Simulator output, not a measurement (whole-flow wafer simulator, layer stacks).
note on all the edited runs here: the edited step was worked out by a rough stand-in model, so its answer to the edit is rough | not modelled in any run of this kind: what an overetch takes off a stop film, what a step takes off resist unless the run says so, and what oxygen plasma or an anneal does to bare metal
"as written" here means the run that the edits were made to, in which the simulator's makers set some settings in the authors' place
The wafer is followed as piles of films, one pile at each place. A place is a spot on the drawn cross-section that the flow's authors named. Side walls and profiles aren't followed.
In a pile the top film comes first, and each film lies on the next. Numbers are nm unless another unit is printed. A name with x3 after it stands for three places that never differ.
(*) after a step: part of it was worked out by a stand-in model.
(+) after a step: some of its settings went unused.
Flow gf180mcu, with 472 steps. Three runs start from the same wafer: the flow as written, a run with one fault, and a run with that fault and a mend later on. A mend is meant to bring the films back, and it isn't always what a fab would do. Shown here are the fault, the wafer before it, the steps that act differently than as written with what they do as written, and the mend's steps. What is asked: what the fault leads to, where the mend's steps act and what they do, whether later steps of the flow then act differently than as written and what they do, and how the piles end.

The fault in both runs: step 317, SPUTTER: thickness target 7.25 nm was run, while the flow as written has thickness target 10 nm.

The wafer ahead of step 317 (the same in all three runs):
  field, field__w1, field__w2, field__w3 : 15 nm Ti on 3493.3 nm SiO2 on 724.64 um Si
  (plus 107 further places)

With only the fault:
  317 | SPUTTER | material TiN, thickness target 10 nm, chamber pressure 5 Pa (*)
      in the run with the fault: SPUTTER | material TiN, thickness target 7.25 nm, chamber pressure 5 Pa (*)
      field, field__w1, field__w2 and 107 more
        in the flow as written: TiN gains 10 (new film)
        in the run with the fault: TiN gains 7.25 (new film)
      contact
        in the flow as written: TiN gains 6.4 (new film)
        in the run with the fault: TiN gains 4.65 (new film)
  Steps later in the flow that act otherwise than as written (1 other step is not shown; it differs only slightly, by no more than 2% or 0.5 nm, whichever is larger):
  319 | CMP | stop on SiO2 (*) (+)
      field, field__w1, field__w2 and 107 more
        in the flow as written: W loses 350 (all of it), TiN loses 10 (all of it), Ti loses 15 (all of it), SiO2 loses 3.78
        in the run with the fault: W loses 350 (all of it), TiN loses 7.25 (all of it), Ti loses 15 (all of it), SiO2 loses 3.76
  At contact, the piles at the end differ from the flow's by more than 2% or 0.5 nm, whichever is larger.
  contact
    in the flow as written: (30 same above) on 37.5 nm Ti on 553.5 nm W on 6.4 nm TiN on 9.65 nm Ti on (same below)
    in the run with the fault: (30 same above) on 37.5 nm Ti on 555.3 nm W on 4.65 nm TiN on 9.65 nm Ti on (same below)

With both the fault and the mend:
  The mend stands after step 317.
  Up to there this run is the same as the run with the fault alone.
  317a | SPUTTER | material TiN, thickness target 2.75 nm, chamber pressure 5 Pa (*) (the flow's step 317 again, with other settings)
      field, field__w1, field__w2 and 107 more
        TiN gains 2.75
      contact
        TiN gains 1.76
  Later steps of the flow that are run all act as written at every place that is followed.
  By the end, the piles equal the flow's at every place that both follow.
